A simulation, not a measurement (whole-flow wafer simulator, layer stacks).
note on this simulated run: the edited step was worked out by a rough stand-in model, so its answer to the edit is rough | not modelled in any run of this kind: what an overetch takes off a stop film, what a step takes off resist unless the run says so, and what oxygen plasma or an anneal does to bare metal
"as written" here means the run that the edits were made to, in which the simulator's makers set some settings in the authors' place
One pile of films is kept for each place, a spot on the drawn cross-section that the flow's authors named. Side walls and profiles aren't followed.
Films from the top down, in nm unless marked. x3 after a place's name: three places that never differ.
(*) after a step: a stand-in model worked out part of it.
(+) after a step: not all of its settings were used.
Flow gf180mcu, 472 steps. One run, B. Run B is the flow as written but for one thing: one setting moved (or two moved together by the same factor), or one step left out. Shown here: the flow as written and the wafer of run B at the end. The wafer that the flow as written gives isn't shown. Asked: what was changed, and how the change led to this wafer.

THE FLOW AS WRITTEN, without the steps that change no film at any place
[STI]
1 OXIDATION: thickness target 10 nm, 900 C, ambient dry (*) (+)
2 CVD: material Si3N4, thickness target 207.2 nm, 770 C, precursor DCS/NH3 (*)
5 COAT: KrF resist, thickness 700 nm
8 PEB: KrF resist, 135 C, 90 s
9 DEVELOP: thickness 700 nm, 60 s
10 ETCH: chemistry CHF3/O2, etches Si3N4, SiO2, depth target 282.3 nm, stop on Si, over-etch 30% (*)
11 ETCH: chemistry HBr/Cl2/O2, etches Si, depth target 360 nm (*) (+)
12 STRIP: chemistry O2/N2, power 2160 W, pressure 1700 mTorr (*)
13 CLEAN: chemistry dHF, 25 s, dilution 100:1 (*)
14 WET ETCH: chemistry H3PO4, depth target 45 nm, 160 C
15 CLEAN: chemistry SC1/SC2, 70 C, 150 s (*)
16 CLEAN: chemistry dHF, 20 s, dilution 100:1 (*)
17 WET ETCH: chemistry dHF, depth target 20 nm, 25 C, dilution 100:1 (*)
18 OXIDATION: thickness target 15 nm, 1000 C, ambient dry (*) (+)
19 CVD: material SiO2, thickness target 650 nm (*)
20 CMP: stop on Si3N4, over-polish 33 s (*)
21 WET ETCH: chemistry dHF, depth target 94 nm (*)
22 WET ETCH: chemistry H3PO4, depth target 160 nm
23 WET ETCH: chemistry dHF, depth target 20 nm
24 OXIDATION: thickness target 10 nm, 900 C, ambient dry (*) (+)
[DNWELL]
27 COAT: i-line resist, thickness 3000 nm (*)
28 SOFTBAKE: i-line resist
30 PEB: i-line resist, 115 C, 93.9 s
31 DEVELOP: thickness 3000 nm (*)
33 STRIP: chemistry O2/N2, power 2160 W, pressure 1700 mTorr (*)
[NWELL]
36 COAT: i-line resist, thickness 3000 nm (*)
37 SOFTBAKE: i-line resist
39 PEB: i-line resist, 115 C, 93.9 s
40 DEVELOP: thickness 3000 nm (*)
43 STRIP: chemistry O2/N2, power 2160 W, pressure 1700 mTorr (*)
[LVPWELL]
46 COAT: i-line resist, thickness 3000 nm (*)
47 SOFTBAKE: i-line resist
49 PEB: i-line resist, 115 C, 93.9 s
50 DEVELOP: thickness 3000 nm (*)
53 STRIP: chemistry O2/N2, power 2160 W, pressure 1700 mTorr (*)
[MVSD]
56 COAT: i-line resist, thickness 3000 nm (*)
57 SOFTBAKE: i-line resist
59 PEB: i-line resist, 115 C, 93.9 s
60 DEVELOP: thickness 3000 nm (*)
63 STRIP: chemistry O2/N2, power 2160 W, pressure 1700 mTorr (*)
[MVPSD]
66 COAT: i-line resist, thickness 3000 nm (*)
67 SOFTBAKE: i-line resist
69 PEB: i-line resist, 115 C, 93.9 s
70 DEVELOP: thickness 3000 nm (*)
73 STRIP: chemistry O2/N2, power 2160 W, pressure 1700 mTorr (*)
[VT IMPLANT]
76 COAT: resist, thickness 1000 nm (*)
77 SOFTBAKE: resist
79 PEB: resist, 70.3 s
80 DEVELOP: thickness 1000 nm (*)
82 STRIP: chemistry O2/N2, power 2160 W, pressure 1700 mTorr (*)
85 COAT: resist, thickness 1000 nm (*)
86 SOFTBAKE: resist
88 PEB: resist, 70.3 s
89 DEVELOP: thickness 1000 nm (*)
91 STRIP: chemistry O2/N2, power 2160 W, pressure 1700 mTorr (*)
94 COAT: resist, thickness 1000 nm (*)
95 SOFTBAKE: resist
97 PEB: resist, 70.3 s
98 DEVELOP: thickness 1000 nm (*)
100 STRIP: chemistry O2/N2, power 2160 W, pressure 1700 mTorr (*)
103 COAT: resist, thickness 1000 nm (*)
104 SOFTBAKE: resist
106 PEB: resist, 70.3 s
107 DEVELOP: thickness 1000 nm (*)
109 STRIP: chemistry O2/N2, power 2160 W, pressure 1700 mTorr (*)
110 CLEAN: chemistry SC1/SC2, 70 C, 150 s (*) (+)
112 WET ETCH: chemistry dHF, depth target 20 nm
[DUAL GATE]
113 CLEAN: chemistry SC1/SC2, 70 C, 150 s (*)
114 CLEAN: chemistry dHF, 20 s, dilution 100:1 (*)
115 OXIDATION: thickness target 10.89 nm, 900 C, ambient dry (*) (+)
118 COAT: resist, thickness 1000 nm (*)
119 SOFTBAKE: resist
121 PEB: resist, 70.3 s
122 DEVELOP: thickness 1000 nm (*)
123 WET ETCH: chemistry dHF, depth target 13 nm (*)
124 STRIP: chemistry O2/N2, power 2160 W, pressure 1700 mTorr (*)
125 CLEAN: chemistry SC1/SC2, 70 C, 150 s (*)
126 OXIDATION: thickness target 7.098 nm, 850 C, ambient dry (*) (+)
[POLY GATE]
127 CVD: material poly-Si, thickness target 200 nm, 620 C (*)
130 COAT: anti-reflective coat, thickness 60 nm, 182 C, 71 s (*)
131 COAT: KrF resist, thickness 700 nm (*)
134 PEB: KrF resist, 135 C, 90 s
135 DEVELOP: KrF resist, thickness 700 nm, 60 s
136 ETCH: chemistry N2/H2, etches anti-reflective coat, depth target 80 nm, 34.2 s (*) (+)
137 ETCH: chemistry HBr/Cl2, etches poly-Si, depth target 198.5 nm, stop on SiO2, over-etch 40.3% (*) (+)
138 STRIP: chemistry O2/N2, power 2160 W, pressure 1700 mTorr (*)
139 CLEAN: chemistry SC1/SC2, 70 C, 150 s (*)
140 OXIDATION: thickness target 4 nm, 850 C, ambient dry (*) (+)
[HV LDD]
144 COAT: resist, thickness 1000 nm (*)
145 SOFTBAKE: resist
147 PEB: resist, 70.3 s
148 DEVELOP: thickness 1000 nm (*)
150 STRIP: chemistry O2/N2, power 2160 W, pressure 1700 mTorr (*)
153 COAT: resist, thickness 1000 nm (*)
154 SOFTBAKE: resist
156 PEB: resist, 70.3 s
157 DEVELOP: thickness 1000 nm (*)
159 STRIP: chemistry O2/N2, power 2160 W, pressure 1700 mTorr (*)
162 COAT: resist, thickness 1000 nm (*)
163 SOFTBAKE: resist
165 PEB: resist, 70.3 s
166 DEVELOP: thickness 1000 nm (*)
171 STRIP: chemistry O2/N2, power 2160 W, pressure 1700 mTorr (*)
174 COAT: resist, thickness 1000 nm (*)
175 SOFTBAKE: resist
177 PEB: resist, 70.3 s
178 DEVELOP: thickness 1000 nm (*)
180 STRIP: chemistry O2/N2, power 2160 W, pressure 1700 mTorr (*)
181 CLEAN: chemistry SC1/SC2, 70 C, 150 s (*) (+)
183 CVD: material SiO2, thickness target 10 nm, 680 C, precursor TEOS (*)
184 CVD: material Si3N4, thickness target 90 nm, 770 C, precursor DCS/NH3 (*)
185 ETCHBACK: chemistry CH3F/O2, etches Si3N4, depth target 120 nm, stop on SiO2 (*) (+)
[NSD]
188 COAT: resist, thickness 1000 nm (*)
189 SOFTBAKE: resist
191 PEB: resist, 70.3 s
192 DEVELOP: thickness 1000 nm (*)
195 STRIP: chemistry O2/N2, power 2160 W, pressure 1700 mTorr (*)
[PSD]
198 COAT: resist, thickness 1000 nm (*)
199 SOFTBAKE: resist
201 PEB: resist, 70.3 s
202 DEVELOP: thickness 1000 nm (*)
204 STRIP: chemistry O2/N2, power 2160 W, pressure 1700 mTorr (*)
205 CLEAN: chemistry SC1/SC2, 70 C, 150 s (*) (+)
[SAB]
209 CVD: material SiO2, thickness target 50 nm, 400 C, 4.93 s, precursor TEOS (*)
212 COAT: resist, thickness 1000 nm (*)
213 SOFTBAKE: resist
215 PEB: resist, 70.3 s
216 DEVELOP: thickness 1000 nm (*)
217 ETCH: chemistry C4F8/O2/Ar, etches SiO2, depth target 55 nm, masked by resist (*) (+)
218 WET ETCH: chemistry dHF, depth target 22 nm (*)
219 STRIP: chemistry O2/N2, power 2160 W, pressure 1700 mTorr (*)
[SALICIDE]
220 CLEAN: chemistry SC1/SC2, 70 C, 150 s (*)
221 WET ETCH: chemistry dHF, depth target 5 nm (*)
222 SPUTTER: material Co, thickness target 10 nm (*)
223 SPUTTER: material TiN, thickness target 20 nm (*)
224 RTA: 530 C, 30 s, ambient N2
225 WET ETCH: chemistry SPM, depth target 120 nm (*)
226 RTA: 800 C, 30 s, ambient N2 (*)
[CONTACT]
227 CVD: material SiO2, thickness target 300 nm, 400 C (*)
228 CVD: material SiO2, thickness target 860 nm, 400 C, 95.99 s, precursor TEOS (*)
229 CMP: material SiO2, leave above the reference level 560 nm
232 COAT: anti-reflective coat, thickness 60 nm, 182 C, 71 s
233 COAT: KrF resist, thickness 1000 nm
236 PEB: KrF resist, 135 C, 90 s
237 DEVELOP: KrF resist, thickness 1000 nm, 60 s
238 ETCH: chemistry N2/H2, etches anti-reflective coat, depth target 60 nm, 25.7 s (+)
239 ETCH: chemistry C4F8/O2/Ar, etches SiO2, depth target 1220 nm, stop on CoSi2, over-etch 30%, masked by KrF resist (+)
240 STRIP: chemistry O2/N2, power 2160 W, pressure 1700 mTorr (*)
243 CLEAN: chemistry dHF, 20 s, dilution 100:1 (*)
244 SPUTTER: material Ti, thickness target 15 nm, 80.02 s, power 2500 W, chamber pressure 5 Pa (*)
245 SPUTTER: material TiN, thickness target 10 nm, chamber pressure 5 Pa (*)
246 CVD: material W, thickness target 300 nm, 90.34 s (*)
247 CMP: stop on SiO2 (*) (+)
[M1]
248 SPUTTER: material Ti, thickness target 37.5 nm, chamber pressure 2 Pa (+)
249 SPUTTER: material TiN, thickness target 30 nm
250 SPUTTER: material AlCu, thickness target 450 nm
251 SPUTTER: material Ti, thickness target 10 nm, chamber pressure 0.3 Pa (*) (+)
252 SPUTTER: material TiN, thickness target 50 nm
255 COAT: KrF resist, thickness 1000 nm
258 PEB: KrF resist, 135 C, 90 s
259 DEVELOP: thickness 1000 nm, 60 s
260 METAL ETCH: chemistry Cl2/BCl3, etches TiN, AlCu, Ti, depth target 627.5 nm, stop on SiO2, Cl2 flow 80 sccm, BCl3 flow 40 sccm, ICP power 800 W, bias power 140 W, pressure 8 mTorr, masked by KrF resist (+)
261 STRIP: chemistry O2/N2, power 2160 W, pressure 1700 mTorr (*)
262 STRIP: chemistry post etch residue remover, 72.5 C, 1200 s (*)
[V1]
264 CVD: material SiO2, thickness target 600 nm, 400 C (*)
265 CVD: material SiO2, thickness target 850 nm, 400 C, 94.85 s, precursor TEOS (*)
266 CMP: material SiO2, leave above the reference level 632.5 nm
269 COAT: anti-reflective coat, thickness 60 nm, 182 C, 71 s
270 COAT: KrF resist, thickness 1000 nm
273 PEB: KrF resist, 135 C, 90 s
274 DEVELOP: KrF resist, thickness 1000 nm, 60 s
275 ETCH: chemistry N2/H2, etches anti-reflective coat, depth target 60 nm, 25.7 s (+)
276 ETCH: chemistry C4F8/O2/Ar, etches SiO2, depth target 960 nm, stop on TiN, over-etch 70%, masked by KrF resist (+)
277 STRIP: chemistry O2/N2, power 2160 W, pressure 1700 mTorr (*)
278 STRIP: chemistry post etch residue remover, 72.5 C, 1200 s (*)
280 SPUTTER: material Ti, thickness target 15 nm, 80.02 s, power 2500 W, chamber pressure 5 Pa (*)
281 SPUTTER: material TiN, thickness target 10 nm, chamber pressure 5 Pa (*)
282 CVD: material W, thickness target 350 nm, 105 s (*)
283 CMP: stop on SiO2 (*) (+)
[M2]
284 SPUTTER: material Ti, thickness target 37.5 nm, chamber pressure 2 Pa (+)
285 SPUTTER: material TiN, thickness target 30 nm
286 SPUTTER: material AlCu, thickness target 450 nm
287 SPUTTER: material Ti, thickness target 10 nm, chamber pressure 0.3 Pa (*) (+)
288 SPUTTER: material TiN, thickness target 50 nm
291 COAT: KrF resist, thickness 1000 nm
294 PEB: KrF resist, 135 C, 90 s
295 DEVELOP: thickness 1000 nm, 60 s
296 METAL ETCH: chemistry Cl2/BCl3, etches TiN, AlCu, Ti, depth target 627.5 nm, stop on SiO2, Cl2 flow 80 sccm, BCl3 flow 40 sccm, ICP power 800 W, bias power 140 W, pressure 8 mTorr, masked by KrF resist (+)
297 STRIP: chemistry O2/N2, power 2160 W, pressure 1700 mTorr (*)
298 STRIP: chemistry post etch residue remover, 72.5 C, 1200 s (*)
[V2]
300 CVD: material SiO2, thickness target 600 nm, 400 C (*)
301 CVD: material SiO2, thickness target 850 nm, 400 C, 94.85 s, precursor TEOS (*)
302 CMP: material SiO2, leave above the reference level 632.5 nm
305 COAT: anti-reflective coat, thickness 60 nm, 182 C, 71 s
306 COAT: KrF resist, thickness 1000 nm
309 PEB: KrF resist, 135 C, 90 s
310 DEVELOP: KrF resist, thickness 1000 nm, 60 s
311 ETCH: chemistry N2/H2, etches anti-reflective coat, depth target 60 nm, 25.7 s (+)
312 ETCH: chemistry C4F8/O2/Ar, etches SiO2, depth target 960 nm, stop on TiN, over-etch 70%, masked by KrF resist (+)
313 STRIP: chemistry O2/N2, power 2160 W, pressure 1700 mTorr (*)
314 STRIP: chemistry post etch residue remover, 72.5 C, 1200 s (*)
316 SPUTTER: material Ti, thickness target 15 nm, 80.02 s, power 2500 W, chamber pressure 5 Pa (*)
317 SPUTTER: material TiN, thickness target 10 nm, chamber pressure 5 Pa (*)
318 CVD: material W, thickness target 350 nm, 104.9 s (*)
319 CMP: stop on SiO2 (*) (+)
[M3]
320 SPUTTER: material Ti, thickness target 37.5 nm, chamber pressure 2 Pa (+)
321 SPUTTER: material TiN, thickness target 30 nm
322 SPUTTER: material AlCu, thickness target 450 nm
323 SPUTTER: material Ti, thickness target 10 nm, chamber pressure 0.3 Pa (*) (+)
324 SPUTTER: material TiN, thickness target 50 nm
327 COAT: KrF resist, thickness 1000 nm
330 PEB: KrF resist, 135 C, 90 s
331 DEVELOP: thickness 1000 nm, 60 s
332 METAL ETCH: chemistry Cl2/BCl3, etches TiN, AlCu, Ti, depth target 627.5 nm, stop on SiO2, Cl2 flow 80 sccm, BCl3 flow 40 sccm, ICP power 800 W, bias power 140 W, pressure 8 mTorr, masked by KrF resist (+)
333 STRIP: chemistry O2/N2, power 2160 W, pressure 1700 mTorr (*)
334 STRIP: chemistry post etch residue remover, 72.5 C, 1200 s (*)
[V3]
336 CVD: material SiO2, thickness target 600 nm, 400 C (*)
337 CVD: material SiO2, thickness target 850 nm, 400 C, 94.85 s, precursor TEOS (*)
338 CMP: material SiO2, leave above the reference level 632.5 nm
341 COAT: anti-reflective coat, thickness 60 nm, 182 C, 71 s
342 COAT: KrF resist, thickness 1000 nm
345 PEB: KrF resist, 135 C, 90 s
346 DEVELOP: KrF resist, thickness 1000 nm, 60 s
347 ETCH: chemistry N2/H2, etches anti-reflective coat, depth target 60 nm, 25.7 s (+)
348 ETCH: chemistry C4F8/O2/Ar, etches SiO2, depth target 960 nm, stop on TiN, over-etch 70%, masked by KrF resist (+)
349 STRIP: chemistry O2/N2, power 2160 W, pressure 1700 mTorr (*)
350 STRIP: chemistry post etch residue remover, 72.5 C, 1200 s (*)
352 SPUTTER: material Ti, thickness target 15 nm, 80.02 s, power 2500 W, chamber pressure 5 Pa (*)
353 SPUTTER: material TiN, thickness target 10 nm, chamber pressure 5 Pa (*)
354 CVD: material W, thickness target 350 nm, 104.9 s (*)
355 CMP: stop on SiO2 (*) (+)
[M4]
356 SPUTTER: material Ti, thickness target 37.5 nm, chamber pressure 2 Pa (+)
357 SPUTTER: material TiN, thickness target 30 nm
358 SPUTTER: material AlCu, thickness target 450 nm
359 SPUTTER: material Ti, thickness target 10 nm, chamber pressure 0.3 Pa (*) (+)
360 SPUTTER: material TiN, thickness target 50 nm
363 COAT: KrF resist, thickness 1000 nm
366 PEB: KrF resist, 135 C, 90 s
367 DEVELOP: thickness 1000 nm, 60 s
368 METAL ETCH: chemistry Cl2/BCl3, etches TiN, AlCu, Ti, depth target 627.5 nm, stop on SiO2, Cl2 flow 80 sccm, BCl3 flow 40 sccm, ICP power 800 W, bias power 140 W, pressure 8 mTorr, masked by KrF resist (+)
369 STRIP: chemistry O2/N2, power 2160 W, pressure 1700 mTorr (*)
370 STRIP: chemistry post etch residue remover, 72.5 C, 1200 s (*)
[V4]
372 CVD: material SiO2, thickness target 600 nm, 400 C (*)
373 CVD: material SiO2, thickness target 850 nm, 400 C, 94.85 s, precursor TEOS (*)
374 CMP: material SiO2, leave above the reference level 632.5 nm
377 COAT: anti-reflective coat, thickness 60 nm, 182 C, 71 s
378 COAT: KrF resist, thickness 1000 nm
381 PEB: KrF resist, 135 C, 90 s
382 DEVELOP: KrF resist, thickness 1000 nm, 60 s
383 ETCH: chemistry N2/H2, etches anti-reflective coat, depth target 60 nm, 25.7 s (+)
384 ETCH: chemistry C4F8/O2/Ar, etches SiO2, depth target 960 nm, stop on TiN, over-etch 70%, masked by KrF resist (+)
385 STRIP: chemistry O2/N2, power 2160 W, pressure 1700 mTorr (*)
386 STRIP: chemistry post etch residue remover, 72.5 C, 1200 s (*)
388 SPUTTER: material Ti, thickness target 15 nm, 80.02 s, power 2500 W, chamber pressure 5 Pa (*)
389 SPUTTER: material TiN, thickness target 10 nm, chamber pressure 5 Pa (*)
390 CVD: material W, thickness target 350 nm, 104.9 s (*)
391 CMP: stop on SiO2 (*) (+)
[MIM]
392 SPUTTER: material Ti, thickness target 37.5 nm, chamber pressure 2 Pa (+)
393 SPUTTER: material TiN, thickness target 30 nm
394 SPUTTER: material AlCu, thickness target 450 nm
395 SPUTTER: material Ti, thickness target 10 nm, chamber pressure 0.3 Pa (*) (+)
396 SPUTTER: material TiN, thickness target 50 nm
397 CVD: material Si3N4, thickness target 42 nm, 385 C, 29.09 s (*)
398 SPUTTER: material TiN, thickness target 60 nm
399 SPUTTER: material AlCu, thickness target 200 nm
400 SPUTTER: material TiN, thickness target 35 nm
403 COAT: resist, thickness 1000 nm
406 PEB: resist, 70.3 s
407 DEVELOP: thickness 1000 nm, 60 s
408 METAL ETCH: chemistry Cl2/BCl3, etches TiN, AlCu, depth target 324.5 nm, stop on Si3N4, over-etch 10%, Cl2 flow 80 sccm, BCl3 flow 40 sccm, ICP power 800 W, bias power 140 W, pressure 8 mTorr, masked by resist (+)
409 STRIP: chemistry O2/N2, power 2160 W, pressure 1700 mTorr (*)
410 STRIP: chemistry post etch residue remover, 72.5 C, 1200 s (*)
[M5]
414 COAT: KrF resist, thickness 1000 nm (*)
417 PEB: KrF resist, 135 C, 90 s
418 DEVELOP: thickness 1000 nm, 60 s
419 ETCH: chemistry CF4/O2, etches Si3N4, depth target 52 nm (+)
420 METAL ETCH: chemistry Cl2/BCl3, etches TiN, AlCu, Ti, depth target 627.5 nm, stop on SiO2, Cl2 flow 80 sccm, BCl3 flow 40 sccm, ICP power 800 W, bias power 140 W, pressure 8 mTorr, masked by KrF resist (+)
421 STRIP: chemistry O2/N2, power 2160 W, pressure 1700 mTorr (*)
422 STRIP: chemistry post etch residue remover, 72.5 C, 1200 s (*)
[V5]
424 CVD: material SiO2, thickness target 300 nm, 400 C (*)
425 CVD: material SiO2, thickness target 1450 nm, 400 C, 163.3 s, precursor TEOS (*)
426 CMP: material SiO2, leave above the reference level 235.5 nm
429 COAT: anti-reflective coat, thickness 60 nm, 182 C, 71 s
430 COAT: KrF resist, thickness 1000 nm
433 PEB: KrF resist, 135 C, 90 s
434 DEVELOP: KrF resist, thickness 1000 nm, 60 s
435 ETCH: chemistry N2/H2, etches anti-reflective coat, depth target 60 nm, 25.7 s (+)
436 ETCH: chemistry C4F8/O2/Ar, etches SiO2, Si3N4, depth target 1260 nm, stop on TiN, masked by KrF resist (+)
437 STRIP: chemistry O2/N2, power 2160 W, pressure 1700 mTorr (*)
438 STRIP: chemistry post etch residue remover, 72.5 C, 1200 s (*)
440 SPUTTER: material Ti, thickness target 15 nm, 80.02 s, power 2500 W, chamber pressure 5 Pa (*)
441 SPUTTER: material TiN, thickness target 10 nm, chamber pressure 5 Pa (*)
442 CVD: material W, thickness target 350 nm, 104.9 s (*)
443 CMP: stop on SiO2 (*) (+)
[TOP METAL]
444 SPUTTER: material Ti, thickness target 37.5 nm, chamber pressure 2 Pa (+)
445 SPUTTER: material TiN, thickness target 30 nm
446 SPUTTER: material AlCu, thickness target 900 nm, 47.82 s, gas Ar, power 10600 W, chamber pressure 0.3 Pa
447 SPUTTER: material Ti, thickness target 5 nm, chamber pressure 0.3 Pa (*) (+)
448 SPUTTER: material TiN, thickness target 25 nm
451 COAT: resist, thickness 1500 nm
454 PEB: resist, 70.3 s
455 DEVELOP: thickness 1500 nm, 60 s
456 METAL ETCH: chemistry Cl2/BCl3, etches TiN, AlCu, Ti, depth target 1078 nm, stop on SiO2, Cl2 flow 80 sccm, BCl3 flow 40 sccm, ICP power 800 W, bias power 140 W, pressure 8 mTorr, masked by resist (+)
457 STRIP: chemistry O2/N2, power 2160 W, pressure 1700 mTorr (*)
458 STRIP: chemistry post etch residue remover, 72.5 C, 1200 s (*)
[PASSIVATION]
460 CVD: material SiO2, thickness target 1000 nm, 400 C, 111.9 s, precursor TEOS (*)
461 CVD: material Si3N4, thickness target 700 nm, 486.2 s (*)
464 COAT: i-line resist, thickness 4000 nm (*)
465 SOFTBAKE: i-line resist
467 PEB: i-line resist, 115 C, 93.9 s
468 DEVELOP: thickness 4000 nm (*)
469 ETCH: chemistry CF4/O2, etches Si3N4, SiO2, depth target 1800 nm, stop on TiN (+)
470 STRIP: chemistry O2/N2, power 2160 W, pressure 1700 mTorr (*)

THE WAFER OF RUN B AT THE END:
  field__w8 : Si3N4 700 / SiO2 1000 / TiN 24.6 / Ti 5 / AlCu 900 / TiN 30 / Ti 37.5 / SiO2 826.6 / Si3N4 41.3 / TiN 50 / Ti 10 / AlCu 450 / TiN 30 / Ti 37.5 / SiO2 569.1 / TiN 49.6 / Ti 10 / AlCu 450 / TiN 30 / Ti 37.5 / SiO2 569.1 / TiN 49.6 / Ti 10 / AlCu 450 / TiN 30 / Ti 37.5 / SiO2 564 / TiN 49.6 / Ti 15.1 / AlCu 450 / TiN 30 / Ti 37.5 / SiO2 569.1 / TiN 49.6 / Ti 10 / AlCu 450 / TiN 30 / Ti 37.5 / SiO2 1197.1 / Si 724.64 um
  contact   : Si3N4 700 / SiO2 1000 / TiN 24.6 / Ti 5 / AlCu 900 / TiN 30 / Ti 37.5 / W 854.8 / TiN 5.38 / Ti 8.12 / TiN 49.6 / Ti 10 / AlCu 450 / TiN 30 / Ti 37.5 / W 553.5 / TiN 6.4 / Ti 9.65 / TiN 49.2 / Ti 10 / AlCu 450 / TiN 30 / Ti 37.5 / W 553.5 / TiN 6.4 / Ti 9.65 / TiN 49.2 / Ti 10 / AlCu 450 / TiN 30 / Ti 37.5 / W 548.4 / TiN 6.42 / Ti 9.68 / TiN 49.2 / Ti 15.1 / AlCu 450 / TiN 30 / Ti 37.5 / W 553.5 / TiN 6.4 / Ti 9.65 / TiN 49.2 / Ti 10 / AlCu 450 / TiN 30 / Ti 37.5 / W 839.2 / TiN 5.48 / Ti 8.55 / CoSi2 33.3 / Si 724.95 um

The cause: step 287, SPUTTER: thickness target 15.1 nm was run, where the flow has thickness target 10 nm.
It can be read off the wafer: field__w8 has Ti 15.1, and step 287 as written asks for 10 nm.

How the change led to this, step by step:
  287 SPUTTER: material Ti, thickness target 10 nm, chamber pressure 0.3 Pa (*) (+)
      field, field__w1, field__w2 and 108 more: Ti +15.1 (new film) (as written it would be: Ti +10 (new film))
  296 METAL ETCH: chemistry Cl2/BCl3, etches TiN, AlCu, Ti, depth target 627.5 nm, stop on SiO2, Cl2 flow 80 sccm, BCl3 flow 40 sccm, ICP power 800 W, bias power 140 W, pressure 8 mTorr, masked by KrF resist (+)
      field, field__w1, field__w2 and 103 more: TiN -50 (all of it), Ti -15.1 (all of it), AlCu -450 (all of it), TiN -30 (all of it), Ti -37.5 (all of it) (as written it would be: TiN -50 (all of it), Ti -10 (all of it), AlCu -450 (all of it), TiN -30 (all of it), Ti -37.5 (all of it))
